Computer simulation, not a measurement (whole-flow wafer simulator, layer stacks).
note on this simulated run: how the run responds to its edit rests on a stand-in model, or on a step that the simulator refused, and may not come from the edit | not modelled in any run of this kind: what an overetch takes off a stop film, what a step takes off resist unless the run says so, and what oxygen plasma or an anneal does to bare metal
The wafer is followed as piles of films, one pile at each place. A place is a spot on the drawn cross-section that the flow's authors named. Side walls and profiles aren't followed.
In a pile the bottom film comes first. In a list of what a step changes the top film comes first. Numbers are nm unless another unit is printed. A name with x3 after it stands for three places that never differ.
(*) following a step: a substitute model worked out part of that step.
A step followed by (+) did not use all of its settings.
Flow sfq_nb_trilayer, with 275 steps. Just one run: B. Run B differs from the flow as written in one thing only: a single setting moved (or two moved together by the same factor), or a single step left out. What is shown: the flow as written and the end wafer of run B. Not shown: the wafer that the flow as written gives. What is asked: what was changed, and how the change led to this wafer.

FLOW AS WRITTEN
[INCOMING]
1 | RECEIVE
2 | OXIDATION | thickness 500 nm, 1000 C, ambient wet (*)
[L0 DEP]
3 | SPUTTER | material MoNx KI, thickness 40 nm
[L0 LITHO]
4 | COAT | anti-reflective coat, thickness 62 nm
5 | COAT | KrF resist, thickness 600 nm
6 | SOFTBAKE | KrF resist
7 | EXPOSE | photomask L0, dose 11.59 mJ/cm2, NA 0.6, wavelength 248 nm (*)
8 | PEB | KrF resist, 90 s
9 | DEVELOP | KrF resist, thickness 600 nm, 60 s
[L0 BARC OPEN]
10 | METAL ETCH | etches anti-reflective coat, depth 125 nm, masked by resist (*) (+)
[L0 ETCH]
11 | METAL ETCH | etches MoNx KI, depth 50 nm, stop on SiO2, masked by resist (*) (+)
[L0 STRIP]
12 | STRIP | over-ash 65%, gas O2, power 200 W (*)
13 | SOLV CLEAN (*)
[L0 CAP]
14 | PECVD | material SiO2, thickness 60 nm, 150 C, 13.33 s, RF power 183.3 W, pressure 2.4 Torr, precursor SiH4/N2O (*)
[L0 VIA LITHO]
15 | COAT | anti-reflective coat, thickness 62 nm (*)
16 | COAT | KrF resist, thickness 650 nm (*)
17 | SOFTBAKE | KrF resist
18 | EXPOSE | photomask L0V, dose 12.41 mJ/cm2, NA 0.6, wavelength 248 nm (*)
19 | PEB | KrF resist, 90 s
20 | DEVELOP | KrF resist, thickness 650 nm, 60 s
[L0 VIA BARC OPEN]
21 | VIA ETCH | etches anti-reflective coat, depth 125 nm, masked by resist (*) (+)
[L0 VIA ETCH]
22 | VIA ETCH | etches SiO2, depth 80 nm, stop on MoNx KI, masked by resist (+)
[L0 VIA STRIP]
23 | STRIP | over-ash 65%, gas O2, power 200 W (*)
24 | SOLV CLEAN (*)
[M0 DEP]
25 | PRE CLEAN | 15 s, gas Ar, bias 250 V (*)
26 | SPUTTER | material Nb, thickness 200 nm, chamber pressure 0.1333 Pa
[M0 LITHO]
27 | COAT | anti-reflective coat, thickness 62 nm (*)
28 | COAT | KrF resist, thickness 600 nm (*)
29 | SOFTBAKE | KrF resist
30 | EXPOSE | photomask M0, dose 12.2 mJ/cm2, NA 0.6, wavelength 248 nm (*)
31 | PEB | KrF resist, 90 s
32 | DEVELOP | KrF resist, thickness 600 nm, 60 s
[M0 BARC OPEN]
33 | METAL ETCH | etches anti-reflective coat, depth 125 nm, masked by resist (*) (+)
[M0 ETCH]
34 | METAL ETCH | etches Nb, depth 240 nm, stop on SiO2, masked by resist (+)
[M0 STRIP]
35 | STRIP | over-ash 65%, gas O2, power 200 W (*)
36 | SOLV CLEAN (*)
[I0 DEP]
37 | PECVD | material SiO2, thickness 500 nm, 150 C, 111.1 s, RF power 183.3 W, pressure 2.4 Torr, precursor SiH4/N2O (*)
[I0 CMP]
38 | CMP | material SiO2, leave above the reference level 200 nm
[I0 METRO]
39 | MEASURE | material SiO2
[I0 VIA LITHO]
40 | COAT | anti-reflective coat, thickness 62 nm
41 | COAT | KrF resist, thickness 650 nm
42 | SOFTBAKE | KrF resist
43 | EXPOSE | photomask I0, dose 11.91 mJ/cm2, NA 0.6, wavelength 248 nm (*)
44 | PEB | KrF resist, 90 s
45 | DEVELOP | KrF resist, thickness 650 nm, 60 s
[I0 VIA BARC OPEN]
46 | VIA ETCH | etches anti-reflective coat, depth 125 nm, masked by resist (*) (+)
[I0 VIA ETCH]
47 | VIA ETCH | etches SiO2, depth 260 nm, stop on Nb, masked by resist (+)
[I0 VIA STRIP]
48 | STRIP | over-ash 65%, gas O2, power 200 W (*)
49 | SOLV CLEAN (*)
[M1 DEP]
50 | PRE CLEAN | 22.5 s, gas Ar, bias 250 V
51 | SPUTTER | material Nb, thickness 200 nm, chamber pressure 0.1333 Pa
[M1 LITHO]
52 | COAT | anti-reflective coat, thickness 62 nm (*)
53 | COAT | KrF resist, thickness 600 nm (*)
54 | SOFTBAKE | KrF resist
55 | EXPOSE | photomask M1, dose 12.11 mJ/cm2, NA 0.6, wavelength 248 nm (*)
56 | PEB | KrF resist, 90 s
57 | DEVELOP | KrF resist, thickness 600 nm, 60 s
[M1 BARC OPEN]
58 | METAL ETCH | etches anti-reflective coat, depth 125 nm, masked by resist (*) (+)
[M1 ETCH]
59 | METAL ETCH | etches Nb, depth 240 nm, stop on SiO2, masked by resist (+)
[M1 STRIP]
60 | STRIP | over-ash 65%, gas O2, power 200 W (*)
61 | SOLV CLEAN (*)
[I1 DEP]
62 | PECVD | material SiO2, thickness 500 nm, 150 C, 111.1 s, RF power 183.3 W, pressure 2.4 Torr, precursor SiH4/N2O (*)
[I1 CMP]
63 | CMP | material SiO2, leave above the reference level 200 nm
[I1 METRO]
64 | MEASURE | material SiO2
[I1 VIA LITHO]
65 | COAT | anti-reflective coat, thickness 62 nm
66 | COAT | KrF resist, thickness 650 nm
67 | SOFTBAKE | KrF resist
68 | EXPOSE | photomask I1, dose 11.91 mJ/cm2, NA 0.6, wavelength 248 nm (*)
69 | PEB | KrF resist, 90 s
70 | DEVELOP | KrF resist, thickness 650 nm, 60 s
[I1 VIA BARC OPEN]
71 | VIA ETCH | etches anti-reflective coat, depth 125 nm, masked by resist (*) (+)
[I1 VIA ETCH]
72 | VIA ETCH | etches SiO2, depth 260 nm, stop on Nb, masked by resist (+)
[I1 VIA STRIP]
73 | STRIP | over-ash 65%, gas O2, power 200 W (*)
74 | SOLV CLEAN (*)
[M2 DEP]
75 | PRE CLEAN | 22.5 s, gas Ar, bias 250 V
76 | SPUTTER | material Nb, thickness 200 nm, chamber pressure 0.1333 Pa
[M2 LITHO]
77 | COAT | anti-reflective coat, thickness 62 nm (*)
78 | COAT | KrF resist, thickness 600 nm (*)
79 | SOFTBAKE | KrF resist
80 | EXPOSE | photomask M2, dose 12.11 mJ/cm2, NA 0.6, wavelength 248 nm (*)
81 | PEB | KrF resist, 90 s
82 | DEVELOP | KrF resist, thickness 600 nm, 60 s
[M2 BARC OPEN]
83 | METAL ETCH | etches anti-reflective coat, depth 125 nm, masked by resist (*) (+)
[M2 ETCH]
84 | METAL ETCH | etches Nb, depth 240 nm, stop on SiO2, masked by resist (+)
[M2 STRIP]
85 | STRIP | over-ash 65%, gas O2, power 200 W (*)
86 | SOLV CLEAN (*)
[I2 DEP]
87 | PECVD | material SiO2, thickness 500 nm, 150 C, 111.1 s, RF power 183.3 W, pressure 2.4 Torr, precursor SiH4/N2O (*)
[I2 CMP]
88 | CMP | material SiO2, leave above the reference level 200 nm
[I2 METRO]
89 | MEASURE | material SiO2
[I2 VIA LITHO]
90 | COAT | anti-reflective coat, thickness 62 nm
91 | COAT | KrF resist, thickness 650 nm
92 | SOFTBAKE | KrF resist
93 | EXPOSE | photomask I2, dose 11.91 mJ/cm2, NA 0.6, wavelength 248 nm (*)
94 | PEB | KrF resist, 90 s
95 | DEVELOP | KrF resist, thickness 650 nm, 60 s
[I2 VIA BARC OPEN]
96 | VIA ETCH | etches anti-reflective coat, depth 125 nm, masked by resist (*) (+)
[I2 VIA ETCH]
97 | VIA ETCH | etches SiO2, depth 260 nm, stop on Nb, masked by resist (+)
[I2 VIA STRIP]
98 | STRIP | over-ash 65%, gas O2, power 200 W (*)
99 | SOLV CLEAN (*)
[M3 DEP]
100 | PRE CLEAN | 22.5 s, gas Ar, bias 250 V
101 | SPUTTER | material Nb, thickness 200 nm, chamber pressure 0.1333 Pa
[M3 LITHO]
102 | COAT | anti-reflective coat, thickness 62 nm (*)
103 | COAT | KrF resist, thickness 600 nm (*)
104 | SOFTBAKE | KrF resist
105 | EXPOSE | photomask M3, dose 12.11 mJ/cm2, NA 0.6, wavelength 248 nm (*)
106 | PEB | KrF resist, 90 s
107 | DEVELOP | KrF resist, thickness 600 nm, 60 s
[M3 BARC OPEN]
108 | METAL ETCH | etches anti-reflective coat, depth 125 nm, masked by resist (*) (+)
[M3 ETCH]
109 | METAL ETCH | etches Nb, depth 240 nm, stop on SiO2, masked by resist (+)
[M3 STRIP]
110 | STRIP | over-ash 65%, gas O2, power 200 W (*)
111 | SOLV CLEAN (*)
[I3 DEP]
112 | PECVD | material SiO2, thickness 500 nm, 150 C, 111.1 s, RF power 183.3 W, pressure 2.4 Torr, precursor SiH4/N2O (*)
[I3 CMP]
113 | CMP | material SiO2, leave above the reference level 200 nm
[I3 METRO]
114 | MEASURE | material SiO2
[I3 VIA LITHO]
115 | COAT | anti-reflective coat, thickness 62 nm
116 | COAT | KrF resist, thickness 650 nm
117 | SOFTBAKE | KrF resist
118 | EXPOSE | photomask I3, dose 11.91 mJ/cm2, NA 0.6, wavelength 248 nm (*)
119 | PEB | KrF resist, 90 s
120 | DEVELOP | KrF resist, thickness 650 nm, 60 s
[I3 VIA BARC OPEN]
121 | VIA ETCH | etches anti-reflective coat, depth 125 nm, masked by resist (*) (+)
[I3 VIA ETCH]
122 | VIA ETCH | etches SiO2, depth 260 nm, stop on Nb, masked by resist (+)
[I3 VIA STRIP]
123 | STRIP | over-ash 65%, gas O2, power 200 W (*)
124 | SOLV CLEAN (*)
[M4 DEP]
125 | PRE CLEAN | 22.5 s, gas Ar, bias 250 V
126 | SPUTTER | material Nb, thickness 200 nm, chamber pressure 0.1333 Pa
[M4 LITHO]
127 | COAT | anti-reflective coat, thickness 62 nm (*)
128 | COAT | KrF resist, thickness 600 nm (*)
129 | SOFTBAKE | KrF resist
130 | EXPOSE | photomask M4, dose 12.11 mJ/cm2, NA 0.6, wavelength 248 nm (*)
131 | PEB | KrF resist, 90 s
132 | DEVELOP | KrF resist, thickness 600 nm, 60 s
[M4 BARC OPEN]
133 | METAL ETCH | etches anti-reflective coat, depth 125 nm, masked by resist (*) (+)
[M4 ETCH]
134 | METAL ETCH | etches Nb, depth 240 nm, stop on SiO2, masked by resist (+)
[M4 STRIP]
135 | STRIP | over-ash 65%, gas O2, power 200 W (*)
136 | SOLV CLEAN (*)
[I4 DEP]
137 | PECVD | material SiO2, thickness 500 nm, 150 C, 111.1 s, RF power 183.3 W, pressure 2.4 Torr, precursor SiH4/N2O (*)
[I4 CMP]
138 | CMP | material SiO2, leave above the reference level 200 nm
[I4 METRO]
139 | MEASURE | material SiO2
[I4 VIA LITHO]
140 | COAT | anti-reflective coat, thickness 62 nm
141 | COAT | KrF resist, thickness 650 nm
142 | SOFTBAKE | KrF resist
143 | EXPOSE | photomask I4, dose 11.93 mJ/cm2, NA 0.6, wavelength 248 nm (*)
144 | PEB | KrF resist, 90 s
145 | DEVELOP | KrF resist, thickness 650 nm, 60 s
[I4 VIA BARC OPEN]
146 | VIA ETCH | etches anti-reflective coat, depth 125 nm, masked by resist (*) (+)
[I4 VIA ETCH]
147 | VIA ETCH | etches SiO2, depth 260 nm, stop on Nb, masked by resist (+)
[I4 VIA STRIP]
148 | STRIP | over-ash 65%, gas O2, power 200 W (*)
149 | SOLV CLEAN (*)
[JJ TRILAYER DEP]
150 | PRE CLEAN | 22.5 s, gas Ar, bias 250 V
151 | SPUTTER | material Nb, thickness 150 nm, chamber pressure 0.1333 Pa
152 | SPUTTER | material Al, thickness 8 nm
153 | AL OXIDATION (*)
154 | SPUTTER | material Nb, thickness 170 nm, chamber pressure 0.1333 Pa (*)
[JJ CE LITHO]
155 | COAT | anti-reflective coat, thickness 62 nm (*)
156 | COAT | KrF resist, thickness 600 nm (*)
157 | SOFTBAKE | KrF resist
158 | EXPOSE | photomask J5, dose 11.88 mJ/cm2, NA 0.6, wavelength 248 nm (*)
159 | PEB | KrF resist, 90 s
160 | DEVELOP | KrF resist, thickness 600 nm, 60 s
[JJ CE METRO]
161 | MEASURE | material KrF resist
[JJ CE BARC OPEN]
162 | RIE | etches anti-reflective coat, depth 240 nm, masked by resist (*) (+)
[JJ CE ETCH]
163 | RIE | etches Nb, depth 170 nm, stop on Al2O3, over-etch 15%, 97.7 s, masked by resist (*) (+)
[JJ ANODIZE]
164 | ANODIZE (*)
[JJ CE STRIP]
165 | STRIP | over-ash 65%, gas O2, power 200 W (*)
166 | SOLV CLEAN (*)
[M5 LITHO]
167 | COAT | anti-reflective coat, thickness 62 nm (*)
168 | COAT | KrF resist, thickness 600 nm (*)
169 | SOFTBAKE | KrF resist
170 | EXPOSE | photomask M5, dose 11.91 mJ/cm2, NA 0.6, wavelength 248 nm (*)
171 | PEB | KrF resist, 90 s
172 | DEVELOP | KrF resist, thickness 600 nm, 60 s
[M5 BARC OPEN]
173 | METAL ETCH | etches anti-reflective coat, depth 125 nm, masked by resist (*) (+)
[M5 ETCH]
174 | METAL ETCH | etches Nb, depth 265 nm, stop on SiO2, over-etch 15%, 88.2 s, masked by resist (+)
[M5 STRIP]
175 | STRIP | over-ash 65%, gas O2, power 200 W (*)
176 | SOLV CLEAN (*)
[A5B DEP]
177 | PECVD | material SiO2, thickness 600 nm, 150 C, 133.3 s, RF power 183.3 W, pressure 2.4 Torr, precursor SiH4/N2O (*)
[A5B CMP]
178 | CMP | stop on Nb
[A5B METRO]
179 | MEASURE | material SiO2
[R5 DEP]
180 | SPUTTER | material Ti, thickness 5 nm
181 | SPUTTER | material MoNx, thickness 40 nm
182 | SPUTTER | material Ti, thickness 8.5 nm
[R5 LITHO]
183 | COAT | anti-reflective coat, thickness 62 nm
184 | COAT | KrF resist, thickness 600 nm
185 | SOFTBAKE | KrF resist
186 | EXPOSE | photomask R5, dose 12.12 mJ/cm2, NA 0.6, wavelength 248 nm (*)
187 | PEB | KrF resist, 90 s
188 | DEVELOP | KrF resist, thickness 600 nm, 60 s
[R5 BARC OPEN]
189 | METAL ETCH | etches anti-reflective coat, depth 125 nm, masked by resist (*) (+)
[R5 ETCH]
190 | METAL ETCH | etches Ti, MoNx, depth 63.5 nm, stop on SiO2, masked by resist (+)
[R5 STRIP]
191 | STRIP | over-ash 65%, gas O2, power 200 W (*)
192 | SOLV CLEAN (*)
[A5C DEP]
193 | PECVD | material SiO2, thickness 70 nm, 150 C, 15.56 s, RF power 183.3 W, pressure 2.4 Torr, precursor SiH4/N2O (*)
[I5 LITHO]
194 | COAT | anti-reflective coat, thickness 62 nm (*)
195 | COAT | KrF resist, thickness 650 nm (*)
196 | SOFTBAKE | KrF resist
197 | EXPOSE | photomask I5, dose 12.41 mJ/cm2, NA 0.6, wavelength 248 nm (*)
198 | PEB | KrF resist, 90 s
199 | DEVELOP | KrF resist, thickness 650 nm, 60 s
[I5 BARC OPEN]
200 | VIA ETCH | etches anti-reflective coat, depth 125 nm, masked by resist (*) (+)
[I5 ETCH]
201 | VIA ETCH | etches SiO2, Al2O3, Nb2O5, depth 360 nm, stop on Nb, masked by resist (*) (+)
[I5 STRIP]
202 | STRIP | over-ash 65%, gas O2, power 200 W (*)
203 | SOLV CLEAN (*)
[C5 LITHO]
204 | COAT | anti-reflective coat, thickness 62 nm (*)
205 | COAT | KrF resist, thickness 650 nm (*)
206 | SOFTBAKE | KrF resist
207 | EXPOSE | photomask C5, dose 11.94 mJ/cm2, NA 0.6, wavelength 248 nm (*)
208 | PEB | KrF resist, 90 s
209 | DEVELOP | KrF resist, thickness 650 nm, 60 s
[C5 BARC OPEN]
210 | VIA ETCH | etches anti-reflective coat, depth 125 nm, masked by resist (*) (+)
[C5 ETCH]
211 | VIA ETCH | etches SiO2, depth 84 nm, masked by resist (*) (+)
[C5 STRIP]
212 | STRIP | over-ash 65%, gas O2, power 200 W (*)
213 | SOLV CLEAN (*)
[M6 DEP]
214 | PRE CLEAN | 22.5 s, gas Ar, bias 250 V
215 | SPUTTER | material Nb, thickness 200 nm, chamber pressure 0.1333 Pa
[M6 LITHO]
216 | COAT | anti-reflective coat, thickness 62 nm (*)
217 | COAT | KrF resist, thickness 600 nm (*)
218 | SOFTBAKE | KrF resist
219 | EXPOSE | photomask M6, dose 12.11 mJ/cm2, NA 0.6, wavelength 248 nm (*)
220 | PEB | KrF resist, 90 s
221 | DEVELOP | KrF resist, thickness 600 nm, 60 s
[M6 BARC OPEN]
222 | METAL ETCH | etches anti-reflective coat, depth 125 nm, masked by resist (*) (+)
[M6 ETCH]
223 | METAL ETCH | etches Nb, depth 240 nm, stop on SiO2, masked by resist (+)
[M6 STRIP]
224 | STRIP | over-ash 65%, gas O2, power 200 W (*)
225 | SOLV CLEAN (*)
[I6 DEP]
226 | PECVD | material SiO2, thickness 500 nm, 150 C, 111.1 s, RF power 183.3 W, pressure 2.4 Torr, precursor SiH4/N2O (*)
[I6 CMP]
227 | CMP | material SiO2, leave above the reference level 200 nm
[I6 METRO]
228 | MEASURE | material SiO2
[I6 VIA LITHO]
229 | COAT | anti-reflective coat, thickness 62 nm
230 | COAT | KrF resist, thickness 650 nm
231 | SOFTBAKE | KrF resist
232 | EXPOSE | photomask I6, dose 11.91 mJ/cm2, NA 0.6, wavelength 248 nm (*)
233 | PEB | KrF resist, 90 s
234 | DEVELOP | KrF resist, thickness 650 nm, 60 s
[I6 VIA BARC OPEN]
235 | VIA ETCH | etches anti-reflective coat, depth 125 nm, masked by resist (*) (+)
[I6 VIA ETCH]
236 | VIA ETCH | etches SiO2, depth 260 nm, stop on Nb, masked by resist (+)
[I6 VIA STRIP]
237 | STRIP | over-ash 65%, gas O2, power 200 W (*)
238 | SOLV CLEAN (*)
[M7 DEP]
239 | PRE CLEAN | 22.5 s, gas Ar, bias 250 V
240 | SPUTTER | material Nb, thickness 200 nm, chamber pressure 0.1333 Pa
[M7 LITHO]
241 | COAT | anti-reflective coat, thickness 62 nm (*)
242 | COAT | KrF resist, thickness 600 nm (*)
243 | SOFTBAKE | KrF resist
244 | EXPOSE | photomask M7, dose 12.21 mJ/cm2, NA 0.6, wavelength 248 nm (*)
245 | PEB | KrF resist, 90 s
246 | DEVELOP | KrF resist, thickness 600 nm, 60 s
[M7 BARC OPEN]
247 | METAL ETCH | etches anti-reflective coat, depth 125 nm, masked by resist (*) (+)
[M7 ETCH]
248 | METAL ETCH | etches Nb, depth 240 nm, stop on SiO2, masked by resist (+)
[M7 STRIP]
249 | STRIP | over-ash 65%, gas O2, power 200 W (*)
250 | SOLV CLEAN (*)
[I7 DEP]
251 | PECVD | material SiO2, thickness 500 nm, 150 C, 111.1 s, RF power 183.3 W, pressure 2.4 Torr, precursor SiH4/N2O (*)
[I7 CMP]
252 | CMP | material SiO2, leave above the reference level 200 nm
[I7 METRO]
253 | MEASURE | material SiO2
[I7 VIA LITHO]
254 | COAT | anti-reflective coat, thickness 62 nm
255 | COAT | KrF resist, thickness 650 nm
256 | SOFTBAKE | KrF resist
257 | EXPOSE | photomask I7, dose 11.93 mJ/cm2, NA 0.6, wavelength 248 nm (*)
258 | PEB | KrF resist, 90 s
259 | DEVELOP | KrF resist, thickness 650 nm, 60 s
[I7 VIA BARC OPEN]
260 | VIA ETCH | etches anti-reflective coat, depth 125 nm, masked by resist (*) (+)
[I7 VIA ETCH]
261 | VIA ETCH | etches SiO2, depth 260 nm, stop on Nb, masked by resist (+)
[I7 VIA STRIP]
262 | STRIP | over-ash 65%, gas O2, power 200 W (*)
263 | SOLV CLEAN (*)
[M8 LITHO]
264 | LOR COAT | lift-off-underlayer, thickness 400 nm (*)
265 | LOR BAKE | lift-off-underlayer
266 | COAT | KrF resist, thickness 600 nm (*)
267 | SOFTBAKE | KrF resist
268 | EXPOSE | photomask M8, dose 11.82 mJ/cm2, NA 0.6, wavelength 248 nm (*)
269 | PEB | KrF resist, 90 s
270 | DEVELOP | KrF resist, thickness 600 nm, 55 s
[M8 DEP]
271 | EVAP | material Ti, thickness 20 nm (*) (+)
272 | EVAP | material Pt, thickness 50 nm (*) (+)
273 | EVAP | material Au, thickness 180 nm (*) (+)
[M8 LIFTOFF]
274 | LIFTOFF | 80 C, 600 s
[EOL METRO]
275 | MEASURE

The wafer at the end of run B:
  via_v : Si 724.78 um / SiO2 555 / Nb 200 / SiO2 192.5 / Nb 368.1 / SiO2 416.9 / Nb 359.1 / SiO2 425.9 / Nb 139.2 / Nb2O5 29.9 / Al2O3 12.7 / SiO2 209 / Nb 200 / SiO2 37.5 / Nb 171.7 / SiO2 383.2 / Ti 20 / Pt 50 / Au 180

The reason: step 236, VIA ETCH: depth 154.8 nm was run, though the flow has depth 260 nm.

The path from the change to this, step by step:
  236 | VIA ETCH | etches SiO2, depth 260 nm, stop on Nb, masked by resist (+)
      via_v: SiO2 loses 154.8 (in the flow as written it would be: SiO2 loses 199.8 (all of it))
      field_l, v_sur, via_wl and 102 more: KrF resist loses 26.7 (in the flow as written it would be: KrF resist loses 44.8)
  237 | STRIP | over-ash 65%, gas O2, power 200 W (*)
      field_l, v_sur, via_wl and 102 more: KrF resist loses 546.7 (all of it), anti-reflective coat loses 62 (all of it) (in the flow as written it would be: KrF resist loses 528.6 (all of it), anti-reflective coat loses 62 (all of it))
  239 | PRE CLEAN | 22.5 s, gas Ar, bias 250 V
      via_v: SiO2 loses 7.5 (in the flow as written it would be: Nb loses 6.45)
  240 | SPUTTER | material Nb, thickness 200 nm, chamber pressure 0.1333 Pa
      via_v: Nb gains 171.7 (new film) (in the flow as written it would be: Nb gains 161.1)
  241 | COAT | anti-reflective coat, thickness 62 nm (*)
      via_v: anti-reflective coat gains 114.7 (new film) (in the flow as written it would be: anti-reflective coat gains 126 (new film))
  242 | COAT | KrF resist, thickness 600 nm (*)
      via_v: KrF resist gains 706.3 (new film) (in the flow as written it would be: KrF resist gains 742.5 (new film))
  249 | STRIP | over-ash 65%, gas O2, power 200 W (*)
      via_v: KrF resist loses 488.4 (all of it), anti-reflective coat loses 114.7 (all of it) (in the flow as written it would be: KrF resist loses 524.5 (all of it), anti-reflective coat loses 126 (all of it))
  251 | PECVD | material SiO2, thickness 500 nm, 150 C, 111.1 s, RF power 183.3 W, pressure 2.4 Torr, precursor SiH4/N2O (*)
      via_v: SiO2 gains 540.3 (new film) (in the flow as written it would be: SiO2 gains 621 (new film))
  252 | CMP | material SiO2, leave above the reference level 200 nm
      via_v: SiO2 loses 157.1 (in the flow as written it would be: SiO2 loses 183.1)
With metal films that touch counted as one body, via_v has 7 bodies (between them, from the top down: SiO2 383.2; SiO2 37.5; SiO2 209 / Al2O3 12.7 / Nb2O5 29.9; SiO2 425.9; SiO2 416.9; SiO2 192.5); the flow as written gives 6 bodies (between them, from the top down: SiO2 437.8; SiO2 209 / Al2O3 12.7 / Nb2O5 29.9; SiO2 425.9; SiO2 416.9; SiO2 192.5).
